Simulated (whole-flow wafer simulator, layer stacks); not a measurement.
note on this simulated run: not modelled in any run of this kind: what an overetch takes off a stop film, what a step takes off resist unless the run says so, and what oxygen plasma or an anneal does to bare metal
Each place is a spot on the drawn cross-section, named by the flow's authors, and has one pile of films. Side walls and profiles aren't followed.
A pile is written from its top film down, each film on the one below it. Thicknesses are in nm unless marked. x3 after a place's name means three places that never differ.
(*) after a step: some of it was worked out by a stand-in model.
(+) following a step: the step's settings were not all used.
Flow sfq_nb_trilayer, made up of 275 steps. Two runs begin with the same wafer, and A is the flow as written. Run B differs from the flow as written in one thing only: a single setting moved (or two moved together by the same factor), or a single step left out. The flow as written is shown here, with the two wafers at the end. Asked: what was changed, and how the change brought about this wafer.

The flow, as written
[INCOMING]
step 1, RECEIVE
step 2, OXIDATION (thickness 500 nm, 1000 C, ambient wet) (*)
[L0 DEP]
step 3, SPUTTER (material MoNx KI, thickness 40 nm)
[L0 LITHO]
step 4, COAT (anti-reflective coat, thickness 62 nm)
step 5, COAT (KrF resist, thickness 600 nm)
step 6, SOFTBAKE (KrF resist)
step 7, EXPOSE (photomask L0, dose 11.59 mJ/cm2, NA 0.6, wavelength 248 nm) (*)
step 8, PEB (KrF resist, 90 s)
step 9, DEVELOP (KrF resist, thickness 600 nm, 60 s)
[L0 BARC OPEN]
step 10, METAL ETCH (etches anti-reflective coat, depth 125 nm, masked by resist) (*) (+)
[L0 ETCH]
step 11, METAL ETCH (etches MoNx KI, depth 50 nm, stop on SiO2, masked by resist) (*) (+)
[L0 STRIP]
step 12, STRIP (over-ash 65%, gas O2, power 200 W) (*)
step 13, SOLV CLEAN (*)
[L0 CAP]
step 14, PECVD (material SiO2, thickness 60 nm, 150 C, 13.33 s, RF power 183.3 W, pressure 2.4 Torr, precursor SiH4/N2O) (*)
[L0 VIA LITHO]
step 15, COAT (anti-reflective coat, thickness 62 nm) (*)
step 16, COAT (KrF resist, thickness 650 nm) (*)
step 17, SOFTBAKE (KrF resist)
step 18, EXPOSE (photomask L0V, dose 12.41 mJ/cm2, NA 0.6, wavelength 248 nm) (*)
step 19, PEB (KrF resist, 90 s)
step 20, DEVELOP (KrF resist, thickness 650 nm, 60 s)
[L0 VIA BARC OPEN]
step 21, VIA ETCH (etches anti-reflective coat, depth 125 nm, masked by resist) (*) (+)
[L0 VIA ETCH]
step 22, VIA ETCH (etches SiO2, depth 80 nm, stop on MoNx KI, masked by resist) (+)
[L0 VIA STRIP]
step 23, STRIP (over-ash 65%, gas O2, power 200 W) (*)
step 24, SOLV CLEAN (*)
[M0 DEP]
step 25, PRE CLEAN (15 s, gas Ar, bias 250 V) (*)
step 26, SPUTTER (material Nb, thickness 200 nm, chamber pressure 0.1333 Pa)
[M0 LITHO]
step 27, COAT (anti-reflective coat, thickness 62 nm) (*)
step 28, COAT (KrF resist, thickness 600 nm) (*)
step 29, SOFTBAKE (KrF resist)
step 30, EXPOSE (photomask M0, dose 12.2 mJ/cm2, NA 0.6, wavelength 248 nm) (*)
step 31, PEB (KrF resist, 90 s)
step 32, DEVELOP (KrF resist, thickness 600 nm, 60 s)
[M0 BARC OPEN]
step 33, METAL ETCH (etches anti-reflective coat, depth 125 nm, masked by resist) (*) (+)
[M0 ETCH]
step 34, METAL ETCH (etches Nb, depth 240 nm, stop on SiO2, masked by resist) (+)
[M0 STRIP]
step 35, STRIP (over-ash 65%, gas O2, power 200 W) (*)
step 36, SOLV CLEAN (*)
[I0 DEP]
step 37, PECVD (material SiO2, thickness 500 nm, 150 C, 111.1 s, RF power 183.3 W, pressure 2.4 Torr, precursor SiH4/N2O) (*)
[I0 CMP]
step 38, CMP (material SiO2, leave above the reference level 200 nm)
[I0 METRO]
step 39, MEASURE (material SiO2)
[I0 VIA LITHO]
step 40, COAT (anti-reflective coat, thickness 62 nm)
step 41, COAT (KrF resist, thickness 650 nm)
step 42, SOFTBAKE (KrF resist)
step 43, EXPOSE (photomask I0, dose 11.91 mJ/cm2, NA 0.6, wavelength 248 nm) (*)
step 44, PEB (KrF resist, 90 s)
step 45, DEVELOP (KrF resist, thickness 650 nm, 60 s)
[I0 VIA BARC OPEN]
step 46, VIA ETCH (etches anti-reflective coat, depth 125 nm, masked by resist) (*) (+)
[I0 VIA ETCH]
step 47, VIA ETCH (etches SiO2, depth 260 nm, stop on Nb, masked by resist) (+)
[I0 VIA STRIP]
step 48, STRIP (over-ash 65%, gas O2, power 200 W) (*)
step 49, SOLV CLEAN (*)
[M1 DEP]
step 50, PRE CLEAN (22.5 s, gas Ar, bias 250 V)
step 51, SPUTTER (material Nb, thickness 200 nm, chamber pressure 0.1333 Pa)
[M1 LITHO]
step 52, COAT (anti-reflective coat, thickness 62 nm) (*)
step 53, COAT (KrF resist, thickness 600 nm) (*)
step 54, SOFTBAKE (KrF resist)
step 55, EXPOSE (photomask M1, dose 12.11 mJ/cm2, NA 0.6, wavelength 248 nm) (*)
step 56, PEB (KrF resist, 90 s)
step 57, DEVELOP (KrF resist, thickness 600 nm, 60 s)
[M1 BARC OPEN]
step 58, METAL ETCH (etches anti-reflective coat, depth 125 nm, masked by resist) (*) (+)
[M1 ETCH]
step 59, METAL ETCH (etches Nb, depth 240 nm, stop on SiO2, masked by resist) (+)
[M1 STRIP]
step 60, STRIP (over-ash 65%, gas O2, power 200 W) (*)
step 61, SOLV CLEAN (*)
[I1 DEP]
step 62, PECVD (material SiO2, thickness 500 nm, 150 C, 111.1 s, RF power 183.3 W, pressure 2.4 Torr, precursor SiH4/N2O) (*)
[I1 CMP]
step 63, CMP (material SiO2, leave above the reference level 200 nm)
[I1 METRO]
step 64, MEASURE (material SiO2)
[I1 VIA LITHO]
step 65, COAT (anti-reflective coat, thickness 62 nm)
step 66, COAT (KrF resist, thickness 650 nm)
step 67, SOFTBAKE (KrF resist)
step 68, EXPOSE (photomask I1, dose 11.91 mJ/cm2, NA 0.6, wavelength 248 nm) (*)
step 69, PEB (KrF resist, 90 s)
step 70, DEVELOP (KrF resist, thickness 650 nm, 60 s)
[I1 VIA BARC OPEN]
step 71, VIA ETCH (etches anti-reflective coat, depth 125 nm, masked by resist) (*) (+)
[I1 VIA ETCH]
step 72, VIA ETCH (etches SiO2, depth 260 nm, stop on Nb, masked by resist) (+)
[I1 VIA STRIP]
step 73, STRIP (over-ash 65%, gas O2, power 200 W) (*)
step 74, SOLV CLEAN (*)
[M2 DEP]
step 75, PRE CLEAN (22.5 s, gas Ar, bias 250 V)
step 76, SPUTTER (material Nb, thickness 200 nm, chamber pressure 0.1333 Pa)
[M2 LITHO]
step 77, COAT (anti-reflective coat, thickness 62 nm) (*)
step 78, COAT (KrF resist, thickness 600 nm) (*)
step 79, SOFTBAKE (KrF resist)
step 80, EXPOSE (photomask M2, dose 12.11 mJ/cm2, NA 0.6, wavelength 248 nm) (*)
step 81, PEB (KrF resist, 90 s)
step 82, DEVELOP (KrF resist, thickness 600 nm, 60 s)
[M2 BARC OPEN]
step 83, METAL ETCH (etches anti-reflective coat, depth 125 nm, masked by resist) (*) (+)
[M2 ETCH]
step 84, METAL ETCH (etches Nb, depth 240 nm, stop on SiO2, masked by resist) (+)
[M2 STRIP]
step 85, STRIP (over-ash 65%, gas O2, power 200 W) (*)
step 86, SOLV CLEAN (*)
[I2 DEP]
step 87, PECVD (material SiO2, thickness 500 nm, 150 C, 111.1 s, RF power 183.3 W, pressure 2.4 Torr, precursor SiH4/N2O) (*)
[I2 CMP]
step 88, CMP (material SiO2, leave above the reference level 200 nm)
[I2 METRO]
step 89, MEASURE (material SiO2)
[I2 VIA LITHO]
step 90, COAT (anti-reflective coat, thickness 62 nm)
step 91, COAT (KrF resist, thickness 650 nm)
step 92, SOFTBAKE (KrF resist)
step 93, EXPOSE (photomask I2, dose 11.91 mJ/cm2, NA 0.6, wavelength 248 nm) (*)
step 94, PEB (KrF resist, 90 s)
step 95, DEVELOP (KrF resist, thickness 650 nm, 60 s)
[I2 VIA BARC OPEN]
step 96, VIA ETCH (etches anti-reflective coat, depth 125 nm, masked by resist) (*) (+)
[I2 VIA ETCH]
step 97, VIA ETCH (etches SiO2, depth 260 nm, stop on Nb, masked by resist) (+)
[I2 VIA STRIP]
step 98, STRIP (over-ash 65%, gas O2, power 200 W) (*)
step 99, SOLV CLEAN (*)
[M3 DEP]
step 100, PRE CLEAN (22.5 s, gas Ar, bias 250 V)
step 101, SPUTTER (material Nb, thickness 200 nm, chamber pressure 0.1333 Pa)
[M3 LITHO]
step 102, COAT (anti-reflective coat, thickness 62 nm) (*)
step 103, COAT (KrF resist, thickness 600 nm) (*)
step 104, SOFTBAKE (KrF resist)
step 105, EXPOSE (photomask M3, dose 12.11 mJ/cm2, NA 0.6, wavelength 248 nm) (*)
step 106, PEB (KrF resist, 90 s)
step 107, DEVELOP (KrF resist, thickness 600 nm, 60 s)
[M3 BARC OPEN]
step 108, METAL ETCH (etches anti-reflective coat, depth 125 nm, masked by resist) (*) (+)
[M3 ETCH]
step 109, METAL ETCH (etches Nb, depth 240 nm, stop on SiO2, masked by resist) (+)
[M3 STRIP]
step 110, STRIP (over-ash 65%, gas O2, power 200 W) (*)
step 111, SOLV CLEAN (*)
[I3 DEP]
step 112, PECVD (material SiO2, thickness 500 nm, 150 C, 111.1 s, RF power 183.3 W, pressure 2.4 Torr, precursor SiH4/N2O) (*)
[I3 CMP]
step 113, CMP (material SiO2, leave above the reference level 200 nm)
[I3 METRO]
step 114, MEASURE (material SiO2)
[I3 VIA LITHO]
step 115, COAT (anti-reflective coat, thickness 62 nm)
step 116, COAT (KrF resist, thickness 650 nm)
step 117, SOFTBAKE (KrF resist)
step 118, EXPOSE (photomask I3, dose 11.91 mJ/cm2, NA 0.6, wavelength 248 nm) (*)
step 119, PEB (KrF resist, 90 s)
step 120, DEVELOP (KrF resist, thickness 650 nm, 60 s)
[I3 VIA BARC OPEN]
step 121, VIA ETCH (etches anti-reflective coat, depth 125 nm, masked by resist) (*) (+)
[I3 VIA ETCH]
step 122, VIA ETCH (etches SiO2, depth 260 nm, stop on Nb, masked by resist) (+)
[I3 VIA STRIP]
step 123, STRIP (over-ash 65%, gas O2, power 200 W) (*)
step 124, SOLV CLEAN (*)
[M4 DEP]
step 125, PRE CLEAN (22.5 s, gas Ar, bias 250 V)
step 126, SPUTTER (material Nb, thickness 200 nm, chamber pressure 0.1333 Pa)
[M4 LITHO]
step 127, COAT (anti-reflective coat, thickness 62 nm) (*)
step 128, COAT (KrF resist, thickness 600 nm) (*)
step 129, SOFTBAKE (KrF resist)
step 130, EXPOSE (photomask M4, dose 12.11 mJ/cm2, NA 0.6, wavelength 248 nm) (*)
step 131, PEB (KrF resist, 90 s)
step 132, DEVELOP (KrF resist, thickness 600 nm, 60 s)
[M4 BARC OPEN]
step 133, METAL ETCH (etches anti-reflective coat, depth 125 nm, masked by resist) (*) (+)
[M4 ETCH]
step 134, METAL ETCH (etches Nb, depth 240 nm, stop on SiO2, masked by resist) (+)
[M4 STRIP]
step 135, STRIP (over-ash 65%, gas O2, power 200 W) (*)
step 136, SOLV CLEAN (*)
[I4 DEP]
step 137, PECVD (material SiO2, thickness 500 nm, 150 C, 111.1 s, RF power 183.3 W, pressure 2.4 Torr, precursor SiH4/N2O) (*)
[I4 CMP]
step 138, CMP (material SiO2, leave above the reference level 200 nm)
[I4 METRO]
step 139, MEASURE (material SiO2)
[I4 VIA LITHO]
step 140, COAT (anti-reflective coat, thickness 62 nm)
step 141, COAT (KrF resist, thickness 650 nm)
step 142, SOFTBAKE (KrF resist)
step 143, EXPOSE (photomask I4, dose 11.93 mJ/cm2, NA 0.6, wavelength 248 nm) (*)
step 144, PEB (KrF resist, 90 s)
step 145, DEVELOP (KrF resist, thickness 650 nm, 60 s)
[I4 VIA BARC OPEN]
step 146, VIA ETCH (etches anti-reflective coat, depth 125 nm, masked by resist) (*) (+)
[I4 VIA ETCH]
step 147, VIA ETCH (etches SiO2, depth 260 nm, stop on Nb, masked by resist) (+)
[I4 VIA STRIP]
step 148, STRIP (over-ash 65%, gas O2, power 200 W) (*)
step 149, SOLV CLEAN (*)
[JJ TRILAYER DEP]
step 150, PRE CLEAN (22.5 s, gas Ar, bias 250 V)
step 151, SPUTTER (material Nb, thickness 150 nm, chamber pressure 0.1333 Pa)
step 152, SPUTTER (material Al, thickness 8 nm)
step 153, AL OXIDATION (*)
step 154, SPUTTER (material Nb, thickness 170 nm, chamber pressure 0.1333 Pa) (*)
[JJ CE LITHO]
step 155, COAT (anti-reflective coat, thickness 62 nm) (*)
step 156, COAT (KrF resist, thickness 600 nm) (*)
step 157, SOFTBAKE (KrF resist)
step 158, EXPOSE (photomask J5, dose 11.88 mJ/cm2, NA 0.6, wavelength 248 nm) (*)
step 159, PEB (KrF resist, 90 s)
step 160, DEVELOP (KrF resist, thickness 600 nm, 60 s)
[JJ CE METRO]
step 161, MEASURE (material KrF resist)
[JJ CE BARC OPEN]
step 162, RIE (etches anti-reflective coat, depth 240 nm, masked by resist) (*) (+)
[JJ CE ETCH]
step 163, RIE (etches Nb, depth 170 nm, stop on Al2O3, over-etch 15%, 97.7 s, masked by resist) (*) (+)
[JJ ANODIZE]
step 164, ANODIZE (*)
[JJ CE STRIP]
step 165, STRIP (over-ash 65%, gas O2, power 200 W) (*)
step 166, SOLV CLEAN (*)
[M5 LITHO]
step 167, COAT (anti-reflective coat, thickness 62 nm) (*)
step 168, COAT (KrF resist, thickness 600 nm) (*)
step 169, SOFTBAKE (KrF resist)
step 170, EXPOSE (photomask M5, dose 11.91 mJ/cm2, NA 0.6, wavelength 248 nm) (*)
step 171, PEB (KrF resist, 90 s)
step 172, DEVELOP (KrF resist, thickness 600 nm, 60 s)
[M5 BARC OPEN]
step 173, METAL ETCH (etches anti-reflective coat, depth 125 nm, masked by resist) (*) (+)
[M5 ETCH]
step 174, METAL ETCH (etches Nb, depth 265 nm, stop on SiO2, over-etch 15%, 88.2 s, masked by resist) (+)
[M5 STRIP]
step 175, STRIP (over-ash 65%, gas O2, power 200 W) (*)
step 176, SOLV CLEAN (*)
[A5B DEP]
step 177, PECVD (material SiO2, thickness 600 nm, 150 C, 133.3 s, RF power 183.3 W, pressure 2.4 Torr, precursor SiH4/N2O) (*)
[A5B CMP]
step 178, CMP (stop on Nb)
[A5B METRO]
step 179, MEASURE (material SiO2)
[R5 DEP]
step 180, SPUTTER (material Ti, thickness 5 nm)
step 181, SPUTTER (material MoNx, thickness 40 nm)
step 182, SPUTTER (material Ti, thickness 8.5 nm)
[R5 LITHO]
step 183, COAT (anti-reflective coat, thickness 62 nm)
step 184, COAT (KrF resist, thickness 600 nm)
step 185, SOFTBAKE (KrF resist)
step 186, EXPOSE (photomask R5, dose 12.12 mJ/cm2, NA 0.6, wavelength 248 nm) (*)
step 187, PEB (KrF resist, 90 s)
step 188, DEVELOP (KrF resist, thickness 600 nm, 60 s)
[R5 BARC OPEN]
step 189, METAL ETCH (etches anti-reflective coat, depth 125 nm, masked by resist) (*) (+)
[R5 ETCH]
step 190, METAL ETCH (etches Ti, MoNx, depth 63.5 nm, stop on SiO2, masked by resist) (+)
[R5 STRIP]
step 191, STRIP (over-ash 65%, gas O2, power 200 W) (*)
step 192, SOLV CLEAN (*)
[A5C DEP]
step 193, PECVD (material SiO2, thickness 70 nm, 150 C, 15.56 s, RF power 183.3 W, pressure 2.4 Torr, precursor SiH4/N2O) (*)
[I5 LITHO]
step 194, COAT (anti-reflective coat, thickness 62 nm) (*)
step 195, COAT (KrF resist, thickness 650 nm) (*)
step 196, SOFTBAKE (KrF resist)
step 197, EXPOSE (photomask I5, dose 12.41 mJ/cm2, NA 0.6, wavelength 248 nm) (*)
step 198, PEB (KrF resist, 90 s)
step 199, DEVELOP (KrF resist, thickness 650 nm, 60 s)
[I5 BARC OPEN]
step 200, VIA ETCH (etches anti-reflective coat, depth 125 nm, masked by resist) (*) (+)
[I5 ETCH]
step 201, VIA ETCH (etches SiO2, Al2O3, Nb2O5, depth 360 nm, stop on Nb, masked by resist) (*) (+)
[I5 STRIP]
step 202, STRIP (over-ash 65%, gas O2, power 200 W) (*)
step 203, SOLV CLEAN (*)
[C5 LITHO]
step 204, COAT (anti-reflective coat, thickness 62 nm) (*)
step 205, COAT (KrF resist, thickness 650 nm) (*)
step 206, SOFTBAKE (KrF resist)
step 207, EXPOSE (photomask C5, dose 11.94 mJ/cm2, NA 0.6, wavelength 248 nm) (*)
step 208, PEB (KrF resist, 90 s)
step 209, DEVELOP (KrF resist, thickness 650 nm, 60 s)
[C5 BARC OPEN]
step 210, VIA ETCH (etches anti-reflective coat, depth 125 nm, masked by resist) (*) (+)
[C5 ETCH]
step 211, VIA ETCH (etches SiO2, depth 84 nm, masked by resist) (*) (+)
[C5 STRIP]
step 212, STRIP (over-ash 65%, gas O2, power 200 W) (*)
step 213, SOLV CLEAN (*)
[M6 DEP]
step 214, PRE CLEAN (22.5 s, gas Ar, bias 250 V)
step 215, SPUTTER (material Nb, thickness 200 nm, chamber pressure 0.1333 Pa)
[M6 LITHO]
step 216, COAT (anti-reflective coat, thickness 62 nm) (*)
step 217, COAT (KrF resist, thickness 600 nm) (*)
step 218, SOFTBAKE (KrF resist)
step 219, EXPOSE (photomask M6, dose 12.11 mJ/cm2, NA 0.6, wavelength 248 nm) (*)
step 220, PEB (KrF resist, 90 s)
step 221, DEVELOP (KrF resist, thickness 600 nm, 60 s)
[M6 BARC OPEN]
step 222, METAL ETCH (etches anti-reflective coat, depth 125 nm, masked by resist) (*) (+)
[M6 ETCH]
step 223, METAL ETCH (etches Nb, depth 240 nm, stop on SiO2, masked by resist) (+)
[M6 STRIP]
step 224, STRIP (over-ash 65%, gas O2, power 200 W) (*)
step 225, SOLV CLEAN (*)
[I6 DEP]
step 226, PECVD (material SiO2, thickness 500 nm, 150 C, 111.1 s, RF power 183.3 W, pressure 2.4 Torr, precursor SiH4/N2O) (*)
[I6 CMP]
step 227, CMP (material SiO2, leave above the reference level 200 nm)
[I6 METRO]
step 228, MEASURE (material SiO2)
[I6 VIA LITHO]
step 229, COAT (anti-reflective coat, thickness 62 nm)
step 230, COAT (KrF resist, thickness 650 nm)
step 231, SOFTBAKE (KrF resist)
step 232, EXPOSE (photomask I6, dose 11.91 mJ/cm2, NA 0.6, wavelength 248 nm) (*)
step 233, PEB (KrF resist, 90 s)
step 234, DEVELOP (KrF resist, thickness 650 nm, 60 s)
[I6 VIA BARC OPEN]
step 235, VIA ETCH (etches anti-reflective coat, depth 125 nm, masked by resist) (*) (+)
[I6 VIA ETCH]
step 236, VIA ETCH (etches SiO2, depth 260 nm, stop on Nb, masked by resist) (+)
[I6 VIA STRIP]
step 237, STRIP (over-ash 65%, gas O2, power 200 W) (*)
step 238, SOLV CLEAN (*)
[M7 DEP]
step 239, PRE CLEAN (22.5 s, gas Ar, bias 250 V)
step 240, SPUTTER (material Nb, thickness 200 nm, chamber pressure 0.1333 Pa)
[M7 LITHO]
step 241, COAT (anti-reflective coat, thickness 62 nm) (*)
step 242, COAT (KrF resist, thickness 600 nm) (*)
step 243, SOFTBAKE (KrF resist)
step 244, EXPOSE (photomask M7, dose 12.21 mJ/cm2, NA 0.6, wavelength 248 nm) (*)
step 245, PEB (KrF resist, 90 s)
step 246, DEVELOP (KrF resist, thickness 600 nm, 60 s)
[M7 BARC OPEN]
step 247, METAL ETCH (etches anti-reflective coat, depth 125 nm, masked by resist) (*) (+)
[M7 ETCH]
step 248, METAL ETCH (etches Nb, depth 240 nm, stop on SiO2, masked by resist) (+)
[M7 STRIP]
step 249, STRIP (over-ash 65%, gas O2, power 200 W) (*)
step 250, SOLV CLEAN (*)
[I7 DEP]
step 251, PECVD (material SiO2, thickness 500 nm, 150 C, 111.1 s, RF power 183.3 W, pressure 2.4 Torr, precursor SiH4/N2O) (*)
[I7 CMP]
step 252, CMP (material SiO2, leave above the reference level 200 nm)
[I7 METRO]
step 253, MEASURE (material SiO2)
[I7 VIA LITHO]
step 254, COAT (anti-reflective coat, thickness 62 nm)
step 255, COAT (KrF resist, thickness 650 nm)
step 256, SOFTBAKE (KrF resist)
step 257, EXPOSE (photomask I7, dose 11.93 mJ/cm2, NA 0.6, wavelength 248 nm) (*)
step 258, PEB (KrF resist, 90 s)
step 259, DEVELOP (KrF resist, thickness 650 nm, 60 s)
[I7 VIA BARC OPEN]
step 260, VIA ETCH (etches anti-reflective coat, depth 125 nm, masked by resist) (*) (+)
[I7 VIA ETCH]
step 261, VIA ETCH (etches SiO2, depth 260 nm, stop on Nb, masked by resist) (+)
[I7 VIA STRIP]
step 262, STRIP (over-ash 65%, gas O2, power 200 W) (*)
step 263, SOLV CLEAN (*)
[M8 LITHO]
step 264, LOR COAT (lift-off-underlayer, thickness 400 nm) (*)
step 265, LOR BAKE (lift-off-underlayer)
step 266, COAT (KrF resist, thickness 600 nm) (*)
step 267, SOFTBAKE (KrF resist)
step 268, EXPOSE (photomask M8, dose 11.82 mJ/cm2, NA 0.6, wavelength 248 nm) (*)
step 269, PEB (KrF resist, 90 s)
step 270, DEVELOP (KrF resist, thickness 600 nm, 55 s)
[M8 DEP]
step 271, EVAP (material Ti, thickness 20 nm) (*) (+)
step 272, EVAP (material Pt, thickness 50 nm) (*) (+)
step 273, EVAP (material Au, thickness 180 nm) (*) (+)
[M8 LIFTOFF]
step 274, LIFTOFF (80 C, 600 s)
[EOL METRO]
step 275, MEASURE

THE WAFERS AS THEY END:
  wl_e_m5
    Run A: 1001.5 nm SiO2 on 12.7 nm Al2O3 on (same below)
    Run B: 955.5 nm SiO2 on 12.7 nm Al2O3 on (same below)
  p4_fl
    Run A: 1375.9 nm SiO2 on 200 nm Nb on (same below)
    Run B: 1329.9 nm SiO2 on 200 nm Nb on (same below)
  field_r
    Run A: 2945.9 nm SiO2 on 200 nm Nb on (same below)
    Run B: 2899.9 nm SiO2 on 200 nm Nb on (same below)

The reason: step 240, SPUTTER: thickness 154 nm was run, while the flow as written has thickness 200 nm.

How this came from the change, step by step:
  step 240, SPUTTER (material Nb, thickness 200 nm, chamber pressure 0.1333 Pa)
      field_l, v_sur, via_wl and 102 more: A +200 Nb (new film) | B +154 Nb (new film)
      via_v: A +161.1 Nb | B +123.9 Nb
  step 241, COAT (anti-reflective coat, thickness 62 nm) (*)
      via_v: A +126 anti-reflective coat (new film) | B +123.2 anti-reflective coat (new film)
  step 248, METAL ETCH (etches Nb, depth 240 nm, stop on SiO2, masked by resist) (+)
      field_l, field_r, lsp_l and 62 more: A -200 Nb (all of it) | B -154 Nb (all of it)
      v_sur, via_wl, via_w and 38 more: A -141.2 KrF resist | B -135.9 KrF resist
  step 249, STRIP (over-ash 65%, gas O2, power 200 W) (*)
      via_v: A -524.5 KrF resist (all of it), -126 anti-reflective coat (all of it) | B -524.7 KrF resist (all of it), -123.2 anti-reflective coat (all of it)
  step 251, PECVD (material SiO2, thickness 500 nm, 150 C, 111.1 s, RF power 183.3 W, pressure 2.4 Torr, precursor SiH4/N2O) (*)
      m7r_space_l, m7r_space_r: A +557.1 SiO2 | B +511.1 SiO2
      via_v: A +621 SiO2 (new film) | B +607.3 SiO2 (new film)
  step 252, CMP (material SiO2, leave above the reference level 200 nm)
      field_l, p4_fl, p4_fm and 56 more: A -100 SiO2 | B -146 SiO2
      field_r, lsp_l: A -77.7 SiO2 | B -128.8 SiO2
      (and at 3 other places as well)
